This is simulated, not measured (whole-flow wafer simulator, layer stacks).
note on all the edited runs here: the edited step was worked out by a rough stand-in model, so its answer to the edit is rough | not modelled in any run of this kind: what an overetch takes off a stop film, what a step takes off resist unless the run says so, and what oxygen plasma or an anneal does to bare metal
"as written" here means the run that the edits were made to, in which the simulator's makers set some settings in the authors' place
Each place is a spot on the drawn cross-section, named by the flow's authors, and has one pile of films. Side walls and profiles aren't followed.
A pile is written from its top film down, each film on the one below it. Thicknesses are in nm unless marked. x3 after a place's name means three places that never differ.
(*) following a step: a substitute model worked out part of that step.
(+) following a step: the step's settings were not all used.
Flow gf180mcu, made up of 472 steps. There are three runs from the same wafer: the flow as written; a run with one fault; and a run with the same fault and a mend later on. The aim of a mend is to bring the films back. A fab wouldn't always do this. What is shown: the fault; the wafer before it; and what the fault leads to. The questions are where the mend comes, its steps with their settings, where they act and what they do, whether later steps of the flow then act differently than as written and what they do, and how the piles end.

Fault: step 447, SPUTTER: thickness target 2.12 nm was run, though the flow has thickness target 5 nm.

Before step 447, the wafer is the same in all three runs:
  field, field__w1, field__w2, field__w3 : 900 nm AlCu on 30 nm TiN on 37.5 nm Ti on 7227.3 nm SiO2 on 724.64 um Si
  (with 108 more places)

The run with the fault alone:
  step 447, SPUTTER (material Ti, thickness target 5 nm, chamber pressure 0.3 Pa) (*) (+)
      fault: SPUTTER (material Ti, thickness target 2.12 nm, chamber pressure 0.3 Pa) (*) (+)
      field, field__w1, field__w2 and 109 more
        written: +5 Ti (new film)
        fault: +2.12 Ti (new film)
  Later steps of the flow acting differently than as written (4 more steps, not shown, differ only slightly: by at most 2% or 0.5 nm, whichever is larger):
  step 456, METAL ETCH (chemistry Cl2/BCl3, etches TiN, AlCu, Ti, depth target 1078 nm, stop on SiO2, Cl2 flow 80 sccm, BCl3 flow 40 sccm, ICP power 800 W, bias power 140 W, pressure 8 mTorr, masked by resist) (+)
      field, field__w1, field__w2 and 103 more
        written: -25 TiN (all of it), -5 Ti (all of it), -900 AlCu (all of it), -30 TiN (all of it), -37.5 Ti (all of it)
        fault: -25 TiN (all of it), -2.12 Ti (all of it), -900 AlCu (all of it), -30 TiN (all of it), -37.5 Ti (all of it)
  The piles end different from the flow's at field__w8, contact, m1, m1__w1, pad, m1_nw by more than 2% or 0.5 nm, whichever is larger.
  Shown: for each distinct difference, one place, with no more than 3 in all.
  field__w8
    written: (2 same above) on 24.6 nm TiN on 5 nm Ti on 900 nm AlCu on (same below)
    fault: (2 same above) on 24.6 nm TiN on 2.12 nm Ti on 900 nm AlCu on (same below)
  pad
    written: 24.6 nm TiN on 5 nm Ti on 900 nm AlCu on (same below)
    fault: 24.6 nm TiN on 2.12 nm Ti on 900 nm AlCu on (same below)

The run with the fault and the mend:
  The mend stands after step 447.
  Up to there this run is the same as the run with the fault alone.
  step 447a, SPUTTER (material Ti, thickness target 2.88 nm, chamber pressure 0.3 Pa) (*) (+) (the flow's step 447 again, with other settings)
      field, field__w1, field__w2 and 109 more
        +2.88 Ti
  Every later step of the flow that is run acts as written at every place that is followed.
  By the end, the piles equal the flow's at every place that both follow.
